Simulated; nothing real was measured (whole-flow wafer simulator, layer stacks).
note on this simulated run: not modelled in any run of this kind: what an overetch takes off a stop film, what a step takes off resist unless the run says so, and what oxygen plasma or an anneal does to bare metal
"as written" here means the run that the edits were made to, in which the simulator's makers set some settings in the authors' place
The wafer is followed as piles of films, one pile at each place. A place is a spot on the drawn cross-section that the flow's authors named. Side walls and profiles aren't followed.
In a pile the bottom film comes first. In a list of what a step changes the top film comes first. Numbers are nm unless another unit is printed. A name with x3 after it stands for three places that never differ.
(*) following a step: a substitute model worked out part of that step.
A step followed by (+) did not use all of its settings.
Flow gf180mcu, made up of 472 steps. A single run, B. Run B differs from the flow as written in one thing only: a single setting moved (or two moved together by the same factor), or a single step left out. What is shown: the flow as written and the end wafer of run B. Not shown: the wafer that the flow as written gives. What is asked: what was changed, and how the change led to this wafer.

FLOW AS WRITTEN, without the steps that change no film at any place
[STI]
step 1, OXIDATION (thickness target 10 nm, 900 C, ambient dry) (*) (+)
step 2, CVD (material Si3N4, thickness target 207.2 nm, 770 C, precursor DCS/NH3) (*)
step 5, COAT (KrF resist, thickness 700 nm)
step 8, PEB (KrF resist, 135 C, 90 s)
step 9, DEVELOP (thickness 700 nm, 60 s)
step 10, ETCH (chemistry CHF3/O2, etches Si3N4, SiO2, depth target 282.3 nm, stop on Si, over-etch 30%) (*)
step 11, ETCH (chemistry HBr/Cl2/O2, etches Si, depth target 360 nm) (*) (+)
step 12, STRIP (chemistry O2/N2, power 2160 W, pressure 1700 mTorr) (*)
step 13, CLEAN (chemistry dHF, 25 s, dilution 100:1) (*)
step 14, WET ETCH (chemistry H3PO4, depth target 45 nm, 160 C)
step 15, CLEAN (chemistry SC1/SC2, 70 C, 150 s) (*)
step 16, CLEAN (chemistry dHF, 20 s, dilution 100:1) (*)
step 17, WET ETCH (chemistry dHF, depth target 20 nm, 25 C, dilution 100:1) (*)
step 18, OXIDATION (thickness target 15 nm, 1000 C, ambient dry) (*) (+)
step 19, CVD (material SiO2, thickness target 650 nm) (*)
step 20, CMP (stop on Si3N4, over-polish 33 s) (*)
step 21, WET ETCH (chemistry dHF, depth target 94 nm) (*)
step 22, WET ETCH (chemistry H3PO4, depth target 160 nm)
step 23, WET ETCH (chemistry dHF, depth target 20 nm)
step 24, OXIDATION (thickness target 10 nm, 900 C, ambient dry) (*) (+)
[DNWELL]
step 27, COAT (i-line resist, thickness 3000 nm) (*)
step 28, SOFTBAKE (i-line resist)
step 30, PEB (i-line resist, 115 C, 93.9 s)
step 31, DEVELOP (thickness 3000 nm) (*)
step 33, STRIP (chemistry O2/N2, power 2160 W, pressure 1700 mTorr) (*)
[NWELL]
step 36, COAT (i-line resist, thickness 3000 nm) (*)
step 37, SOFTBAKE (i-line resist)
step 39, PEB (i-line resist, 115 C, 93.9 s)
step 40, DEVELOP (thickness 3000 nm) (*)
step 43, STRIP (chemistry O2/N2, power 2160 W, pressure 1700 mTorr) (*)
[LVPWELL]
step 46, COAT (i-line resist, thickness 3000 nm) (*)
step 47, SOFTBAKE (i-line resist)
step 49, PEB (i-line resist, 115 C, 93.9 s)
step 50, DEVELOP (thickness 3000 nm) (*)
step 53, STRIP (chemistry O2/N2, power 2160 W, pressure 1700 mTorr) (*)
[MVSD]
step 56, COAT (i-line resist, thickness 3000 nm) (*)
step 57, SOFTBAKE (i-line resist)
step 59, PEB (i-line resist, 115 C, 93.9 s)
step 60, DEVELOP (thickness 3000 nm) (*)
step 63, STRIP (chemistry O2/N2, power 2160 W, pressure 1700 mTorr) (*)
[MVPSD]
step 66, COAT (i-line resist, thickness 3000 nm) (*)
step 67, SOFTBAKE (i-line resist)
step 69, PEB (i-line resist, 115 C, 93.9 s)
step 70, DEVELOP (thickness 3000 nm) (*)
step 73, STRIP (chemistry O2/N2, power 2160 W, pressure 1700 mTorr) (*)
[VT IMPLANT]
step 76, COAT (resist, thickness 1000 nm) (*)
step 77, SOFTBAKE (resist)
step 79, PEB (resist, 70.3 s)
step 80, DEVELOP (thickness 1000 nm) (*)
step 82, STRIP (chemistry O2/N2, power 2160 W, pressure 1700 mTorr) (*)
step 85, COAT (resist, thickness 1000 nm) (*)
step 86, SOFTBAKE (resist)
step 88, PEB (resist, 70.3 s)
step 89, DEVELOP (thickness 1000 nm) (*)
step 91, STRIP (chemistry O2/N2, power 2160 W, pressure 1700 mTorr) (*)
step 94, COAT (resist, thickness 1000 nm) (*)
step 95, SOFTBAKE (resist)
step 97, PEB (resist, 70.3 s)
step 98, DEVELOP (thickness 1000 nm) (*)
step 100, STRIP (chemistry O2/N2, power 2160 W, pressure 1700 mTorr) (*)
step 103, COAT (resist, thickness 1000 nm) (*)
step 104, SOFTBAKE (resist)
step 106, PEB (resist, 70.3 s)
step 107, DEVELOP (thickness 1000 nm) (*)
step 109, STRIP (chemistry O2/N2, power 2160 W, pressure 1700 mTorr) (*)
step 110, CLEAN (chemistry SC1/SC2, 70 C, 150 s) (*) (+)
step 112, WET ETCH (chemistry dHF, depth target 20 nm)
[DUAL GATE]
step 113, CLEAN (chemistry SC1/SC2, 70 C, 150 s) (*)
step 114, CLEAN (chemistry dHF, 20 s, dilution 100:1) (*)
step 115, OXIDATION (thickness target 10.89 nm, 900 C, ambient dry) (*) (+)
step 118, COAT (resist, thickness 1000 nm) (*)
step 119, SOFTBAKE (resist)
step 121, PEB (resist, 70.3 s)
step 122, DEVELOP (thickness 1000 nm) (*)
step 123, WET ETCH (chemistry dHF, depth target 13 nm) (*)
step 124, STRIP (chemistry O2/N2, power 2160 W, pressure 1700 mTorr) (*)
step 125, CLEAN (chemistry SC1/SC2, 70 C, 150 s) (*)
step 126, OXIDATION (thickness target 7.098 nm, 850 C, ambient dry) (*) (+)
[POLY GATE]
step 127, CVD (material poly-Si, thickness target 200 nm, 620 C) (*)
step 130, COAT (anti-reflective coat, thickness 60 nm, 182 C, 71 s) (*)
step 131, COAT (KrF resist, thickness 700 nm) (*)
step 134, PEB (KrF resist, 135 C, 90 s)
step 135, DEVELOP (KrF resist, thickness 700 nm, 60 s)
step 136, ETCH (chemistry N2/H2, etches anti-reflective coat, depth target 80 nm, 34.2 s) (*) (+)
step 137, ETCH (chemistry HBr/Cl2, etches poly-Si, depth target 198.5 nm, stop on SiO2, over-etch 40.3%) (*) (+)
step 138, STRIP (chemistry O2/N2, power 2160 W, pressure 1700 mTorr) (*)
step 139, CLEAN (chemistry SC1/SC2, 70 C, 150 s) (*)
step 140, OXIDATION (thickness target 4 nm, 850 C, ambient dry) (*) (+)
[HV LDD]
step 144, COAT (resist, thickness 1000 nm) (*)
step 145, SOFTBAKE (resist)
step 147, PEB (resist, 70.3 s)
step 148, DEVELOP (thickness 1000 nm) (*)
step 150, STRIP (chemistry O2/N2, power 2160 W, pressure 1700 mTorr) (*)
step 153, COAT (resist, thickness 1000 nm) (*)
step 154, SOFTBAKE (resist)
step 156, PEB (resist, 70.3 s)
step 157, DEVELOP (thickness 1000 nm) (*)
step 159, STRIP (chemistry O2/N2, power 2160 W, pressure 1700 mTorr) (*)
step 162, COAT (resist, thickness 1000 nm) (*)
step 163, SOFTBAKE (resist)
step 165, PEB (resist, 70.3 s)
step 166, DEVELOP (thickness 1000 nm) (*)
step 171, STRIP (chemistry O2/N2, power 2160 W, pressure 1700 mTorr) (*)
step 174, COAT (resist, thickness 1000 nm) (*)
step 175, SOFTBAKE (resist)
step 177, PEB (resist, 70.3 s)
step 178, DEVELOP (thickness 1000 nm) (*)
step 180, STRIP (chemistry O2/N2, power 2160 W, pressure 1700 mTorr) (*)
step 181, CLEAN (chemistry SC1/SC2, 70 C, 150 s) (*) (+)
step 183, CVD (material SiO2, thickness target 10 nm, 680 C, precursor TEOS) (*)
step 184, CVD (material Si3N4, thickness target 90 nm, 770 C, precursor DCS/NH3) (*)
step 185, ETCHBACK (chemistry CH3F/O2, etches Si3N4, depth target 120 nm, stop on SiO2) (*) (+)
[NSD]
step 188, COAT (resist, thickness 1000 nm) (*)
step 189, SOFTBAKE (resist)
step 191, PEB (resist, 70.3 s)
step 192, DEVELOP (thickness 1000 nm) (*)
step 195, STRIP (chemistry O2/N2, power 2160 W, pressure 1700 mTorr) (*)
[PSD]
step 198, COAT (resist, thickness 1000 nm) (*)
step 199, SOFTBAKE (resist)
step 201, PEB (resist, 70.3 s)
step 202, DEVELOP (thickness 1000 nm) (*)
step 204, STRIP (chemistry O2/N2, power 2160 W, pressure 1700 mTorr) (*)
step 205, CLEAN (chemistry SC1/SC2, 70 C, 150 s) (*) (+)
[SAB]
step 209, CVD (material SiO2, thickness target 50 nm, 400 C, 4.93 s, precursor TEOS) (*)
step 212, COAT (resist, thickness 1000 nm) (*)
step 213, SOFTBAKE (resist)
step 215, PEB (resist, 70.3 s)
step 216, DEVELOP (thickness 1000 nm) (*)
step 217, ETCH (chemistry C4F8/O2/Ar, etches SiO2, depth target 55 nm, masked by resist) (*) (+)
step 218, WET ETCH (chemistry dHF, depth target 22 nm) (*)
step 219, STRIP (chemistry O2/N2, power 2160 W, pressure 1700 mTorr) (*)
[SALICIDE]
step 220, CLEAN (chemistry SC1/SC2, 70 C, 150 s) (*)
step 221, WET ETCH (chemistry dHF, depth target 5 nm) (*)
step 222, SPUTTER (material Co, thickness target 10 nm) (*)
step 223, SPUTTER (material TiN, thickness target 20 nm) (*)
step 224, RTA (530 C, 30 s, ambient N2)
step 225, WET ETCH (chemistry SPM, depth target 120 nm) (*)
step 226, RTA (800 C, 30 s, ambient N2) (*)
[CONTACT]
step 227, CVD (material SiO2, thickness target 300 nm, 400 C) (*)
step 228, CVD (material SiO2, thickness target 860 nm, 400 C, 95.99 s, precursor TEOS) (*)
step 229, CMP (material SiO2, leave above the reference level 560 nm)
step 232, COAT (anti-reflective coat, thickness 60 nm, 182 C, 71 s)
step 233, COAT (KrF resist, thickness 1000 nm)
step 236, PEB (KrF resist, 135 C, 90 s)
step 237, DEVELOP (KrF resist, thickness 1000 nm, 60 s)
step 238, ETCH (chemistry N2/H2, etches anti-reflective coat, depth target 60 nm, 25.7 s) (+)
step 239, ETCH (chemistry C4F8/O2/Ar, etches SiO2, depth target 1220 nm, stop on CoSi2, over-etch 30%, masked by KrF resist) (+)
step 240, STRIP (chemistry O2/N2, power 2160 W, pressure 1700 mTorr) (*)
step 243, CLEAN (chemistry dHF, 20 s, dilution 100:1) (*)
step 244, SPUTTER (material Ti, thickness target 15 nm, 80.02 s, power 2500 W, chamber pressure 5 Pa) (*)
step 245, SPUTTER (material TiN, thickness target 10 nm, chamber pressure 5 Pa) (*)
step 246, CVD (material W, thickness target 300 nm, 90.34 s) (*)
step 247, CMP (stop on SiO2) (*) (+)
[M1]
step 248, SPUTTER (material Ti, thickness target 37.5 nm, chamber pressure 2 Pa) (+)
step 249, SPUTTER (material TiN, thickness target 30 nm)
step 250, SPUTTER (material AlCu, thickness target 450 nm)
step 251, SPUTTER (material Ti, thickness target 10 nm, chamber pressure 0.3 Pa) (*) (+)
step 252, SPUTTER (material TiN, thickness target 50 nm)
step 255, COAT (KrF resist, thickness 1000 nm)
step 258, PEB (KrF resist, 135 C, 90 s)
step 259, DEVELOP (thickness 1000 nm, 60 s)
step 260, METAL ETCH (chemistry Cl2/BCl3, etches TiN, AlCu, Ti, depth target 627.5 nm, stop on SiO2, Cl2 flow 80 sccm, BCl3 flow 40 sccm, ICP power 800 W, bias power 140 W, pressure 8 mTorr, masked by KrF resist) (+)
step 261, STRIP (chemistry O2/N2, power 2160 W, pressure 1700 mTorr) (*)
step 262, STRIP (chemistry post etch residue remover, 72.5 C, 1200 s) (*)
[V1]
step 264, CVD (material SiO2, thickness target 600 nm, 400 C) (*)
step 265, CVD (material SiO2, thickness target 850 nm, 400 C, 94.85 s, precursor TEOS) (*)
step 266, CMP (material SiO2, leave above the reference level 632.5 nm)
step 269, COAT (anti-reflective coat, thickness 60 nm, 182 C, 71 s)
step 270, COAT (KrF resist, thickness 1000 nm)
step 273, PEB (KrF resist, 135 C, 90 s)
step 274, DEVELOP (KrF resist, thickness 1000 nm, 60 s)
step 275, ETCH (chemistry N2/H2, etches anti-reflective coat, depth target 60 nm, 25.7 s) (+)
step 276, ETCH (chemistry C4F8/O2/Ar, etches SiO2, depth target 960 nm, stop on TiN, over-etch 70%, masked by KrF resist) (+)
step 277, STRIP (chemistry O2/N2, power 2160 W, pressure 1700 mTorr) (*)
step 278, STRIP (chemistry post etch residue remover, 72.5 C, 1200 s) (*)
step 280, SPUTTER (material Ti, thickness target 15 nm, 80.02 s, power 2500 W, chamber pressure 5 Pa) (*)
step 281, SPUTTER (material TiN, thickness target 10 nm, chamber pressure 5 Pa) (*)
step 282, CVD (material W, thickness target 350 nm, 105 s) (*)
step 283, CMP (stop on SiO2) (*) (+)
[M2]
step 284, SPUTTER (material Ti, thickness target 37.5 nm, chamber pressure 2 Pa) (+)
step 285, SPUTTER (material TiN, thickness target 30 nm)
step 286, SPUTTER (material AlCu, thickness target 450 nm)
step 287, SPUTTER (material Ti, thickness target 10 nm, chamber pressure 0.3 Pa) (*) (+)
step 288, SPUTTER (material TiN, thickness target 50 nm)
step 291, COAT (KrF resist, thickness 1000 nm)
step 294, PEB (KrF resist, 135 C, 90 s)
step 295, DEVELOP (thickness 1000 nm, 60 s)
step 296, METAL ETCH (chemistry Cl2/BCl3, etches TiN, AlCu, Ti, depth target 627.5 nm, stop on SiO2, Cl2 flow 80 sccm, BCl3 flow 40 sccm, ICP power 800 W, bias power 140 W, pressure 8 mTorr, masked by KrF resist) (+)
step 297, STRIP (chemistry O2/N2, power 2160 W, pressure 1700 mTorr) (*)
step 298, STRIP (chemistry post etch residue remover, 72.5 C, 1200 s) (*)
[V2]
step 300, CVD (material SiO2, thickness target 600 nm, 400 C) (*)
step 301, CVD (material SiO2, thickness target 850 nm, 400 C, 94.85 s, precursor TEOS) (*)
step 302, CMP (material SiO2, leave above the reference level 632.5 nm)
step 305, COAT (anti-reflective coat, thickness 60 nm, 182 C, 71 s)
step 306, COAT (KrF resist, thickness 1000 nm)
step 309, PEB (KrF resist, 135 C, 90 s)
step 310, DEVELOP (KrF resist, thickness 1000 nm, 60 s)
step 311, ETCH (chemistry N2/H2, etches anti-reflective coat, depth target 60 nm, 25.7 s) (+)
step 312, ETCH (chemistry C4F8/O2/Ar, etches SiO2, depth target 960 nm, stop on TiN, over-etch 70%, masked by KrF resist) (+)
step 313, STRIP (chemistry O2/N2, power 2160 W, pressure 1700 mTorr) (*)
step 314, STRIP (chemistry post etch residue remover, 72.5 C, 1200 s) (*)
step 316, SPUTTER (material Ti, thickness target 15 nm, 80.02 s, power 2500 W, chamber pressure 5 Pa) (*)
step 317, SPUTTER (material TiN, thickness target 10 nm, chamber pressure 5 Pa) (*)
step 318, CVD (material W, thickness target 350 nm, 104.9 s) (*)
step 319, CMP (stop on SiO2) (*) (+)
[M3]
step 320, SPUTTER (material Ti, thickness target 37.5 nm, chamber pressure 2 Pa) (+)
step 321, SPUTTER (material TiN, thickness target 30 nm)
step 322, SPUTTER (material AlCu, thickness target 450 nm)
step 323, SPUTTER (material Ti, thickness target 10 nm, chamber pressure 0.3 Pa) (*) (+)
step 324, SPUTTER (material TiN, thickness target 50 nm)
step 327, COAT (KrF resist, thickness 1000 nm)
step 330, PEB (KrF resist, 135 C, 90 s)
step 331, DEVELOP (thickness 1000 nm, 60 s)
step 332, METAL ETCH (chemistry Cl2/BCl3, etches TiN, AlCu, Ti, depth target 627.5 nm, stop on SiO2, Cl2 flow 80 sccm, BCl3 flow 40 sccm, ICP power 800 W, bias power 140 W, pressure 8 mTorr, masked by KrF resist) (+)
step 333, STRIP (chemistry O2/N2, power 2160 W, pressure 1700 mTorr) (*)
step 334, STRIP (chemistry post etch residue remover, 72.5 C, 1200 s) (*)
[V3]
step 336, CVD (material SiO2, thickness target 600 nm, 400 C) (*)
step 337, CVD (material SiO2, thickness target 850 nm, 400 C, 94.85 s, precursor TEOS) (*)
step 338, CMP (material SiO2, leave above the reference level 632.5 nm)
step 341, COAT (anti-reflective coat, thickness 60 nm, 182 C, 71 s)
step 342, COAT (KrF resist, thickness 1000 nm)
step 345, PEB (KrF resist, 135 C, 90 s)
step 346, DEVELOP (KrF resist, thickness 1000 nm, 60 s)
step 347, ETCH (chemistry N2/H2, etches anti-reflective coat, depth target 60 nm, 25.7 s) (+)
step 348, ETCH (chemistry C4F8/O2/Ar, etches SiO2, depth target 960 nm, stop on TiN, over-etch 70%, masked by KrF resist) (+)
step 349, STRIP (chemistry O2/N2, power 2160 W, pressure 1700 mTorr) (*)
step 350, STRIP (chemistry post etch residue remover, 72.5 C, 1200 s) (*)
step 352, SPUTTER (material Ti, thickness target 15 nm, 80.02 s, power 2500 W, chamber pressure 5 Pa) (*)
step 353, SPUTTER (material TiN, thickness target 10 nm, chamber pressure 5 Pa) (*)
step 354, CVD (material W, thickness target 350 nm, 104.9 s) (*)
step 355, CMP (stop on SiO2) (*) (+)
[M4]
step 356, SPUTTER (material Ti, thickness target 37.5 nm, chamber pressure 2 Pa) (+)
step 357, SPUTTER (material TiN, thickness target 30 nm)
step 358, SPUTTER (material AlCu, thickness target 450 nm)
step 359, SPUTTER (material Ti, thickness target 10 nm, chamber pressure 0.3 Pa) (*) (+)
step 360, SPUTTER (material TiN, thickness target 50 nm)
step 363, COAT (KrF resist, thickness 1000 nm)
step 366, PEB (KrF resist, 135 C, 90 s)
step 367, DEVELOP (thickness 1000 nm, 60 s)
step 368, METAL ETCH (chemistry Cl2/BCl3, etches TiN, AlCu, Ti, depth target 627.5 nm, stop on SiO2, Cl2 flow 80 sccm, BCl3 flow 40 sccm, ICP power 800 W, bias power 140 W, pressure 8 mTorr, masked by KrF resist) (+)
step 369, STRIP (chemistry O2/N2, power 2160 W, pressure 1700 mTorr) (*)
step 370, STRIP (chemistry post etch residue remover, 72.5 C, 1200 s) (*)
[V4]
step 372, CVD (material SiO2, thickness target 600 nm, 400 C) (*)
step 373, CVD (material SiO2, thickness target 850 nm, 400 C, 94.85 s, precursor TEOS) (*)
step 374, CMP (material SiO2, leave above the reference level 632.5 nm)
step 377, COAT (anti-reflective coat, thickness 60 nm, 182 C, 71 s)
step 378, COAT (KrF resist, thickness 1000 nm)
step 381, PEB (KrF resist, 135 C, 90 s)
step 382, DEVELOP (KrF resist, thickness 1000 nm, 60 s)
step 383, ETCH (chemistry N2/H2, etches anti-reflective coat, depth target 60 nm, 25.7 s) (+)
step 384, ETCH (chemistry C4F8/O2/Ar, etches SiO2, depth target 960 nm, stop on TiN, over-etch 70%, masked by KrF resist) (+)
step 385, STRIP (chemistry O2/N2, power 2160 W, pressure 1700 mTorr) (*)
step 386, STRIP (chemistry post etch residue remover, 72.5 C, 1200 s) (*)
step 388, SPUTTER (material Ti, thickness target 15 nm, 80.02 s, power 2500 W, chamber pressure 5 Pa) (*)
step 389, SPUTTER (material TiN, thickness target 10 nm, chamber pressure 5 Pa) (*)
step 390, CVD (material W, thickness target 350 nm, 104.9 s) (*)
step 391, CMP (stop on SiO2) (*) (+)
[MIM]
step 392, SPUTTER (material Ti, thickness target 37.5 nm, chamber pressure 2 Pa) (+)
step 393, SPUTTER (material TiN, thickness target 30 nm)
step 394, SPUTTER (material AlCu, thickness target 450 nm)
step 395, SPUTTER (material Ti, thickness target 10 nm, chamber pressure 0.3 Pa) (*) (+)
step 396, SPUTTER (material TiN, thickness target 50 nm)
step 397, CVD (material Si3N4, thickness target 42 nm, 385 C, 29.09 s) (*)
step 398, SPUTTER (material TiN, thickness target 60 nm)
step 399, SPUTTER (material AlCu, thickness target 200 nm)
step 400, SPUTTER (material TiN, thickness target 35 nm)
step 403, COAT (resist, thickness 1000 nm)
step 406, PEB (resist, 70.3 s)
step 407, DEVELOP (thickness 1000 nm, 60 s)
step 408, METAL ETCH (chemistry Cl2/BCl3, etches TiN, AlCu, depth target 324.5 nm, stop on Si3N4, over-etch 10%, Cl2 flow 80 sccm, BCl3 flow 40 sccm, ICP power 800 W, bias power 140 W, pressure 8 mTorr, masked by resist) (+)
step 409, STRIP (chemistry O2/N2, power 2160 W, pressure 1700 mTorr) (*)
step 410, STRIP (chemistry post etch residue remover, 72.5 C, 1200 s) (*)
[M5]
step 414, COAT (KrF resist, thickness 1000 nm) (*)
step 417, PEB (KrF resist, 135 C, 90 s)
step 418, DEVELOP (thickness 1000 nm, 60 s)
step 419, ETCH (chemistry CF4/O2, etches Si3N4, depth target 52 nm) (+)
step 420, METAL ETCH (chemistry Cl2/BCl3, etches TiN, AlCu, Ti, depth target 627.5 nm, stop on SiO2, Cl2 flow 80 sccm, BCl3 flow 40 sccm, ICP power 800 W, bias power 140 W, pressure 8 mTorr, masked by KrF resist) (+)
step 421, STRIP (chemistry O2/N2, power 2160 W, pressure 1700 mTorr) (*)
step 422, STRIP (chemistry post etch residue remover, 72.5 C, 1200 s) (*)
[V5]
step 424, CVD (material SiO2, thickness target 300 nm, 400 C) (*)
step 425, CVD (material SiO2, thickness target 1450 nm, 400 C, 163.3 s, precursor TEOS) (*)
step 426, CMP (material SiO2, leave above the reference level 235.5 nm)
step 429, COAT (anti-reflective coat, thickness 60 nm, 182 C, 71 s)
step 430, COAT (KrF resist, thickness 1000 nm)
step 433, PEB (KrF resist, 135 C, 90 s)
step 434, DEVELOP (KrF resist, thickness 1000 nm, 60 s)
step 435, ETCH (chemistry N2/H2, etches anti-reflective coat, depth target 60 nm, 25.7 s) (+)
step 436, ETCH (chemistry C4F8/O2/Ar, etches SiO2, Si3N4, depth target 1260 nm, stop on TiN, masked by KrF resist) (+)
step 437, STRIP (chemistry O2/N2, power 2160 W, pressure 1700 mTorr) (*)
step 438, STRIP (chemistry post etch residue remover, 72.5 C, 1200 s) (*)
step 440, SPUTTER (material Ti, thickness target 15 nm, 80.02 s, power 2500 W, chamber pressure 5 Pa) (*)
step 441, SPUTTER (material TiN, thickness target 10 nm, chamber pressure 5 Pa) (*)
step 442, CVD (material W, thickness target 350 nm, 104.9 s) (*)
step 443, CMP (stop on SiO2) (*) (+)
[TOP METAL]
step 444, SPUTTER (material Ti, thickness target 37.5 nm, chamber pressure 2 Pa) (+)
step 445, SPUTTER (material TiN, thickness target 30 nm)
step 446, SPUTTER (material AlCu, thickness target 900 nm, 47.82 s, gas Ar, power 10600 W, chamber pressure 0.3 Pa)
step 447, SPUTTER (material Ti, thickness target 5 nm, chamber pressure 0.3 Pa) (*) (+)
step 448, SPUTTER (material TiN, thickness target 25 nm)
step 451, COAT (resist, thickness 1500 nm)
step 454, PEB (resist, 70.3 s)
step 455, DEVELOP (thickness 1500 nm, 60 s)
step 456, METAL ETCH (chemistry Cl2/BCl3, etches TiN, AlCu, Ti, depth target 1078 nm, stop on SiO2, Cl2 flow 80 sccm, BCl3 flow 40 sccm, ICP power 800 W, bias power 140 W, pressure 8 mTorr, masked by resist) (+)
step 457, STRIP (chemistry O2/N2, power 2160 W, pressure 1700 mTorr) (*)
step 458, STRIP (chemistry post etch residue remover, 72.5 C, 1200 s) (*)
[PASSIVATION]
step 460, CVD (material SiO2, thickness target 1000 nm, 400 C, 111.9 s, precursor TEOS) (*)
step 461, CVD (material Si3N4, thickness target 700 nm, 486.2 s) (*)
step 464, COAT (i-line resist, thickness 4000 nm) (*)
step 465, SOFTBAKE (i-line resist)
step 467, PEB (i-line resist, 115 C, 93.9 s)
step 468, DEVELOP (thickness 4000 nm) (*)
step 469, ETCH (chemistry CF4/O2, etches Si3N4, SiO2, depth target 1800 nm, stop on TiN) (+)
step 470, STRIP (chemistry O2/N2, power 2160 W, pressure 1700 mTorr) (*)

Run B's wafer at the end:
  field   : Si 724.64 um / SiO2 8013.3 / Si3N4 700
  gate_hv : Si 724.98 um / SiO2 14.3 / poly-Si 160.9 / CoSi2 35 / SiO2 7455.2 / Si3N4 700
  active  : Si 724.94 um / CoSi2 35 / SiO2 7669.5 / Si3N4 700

What caused this: step 286, SPUTTER: thickness target 236 nm was run, whereas the flow has thickness target 450 nm.

How this came from the change, step by step:
  step 286, SPUTTER (material AlCu, thickness target 450 nm)
      field, field__w1, field__w2 and 108 more: AlCu gains 236 (new film) (as written it would have been: AlCu gains 450 (new film))
  step 296, METAL ETCH (chemistry Cl2/BCl3, etches TiN, AlCu, Ti, depth target 627.5 nm, stop on SiO2, Cl2 flow 80 sccm, BCl3 flow 40 sccm, ICP power 800 W, bias power 140 W, pressure 8 mTorr, masked by KrF resist) (+)
      field, field__w1, field__w2 and 103 more: TiN loses 50 (all of it), Ti loses 10 (all of it), AlCu loses 236 (all of it), TiN loses 30 (all of it), Ti loses 37.5 (all of it) (as written it would have been: TiN loses 50 (all of it), Ti loses 10 (all of it), AlCu loses 450 (all of it), TiN loses 30 (all of it), Ti loses 37.5 (all of it))
      field__w8, contact, m1, m1__w1, m1_nw: KrF resist loses 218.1 (as written it would have been: KrF resist loses 251)
  step 297, STRIP (chemistry O2/N2, power 2160 W, pressure 1700 mTorr) (*)
      field__w8, contact, m1, m1__w1, m1_nw: KrF resist loses 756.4 (all of it) (as written it would have been: KrF resist loses 723.5 (all of it))
  step 302, CMP (material SiO2, leave above the reference level 632.5 nm)
      field, field__w1, field__w2 and 103 more: SiO2 loses 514 (as written it would have been: SiO2 loses 300)
